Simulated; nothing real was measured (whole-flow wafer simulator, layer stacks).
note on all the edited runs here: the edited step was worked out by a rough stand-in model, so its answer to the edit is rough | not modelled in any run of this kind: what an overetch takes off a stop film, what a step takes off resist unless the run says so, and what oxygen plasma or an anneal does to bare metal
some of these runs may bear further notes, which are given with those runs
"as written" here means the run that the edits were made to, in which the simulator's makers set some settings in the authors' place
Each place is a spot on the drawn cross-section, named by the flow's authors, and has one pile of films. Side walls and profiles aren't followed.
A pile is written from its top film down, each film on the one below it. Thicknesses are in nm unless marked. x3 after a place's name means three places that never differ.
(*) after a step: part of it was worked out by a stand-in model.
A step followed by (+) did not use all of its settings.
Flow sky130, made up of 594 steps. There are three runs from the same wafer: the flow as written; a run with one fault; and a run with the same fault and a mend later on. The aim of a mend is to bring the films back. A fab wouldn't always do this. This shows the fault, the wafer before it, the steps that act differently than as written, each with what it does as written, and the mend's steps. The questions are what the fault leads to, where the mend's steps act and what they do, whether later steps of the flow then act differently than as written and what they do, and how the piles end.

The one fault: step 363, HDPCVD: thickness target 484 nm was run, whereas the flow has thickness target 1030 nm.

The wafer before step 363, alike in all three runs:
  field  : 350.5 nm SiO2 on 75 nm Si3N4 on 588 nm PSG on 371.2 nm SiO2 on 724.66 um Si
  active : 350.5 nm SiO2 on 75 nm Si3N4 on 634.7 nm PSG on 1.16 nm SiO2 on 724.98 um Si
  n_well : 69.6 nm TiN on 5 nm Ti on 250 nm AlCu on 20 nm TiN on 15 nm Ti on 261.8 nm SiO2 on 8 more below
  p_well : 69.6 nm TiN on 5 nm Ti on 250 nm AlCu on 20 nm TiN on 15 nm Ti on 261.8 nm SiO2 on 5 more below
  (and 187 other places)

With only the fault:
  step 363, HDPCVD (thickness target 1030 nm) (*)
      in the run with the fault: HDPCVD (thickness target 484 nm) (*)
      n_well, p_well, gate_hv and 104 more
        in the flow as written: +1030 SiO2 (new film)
        in the run with the fault: +484 SiO2 (new film)
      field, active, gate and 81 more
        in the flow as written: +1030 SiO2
        in the run with the fault: +484 SiO2
  Steps further on in the flow that do not act as written (25 more steps, not shown, differ only slightly: by at most 2% or 0.5 nm, whichever is larger):
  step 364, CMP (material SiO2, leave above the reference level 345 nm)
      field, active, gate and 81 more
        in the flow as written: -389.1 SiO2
        in the run with the fault: nothing
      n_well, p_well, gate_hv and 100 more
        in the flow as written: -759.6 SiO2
        in the run with the fault: -213.6 SiO2
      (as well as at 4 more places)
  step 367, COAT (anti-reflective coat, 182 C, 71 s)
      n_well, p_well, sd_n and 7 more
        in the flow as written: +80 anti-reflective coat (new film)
        in the run with the fault: +3 anti-reflective coat (new film)
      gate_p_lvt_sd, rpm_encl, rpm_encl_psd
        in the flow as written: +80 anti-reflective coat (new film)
        in the run with the fault: +70.1 anti-reflective coat (new film)
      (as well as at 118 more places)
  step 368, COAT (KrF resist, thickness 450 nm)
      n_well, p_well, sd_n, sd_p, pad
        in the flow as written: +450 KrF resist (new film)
        in the run with the fault: +364.5 KrF resist (new film)
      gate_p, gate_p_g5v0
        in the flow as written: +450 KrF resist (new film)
        in the run with the fault: +438.3 KrF resist (new film)
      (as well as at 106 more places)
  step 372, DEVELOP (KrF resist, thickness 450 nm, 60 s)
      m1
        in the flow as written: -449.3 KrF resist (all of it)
        in the run with the fault: -418.2 KrF resist (all of it)
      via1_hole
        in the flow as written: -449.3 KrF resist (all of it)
        in the run with the fault: -377.6 KrF resist (all of it)
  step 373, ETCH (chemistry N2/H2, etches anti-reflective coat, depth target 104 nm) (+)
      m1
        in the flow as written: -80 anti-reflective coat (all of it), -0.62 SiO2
        in the run with the fault: -9.32 anti-reflective coat (all of it)
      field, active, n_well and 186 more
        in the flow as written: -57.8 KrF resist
        in the run with the fault: -6.23 KrF resist
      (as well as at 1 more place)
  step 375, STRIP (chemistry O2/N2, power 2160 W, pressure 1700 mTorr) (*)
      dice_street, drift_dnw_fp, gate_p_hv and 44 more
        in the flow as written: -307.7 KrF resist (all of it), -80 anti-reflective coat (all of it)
        in the run with the fault: -359.2 KrF resist (all of it), -80 anti-reflective coat (all of it)
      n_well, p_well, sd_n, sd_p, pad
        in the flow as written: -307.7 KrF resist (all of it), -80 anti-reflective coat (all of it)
        in the run with the fault: -273.8 KrF resist (all of it), -3 anti-reflective coat (all of it)
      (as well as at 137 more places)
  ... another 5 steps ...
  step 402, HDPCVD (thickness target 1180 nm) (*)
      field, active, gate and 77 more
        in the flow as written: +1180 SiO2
        in the run with the fault: +1180 SiO2 (new film)
  At field, active, gate and 84 more, the piles at the end differ from the flow's by more than 2% or 0.5 nm, whichever is larger.
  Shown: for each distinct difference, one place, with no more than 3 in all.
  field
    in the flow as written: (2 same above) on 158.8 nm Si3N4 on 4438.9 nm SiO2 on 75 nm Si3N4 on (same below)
    in the run with the fault: (2 same above) on 158.8 nm Si3N4 on 3458.7 nm SiO2 on 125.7 nm W on 20 nm TiN on 834.5 nm SiO2 on 75 nm Si3N4 on (same below)
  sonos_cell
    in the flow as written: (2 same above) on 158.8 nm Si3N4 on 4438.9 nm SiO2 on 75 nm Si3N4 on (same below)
    in the run with the fault: (2 same above) on 158.8 nm Si3N4 on 3458.7 nm SiO2 on 125.8 nm W on 20 nm TiN on 834.5 nm SiO2 on 75 nm Si3N4 on (same below)
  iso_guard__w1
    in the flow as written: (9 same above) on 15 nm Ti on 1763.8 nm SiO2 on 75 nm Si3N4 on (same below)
    in the run with the fault: (9 same above) on 15 nm Ti on 783.6 nm SiO2 on 125.8 nm W on 20 nm TiN on 834.5 nm SiO2 on 75 nm Si3N4 on (same below)

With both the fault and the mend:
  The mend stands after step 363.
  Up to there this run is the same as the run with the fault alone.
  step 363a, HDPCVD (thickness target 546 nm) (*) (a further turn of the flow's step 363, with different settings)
      field, active, n_well and 188 more
        +546 SiO2
  None of the later steps of the flow differs from how it acts as written, at any place that is followed, by more than 2% or 0.5 nm, whichever is larger.
  At every place that both follow, the piles at the end match the flow's.
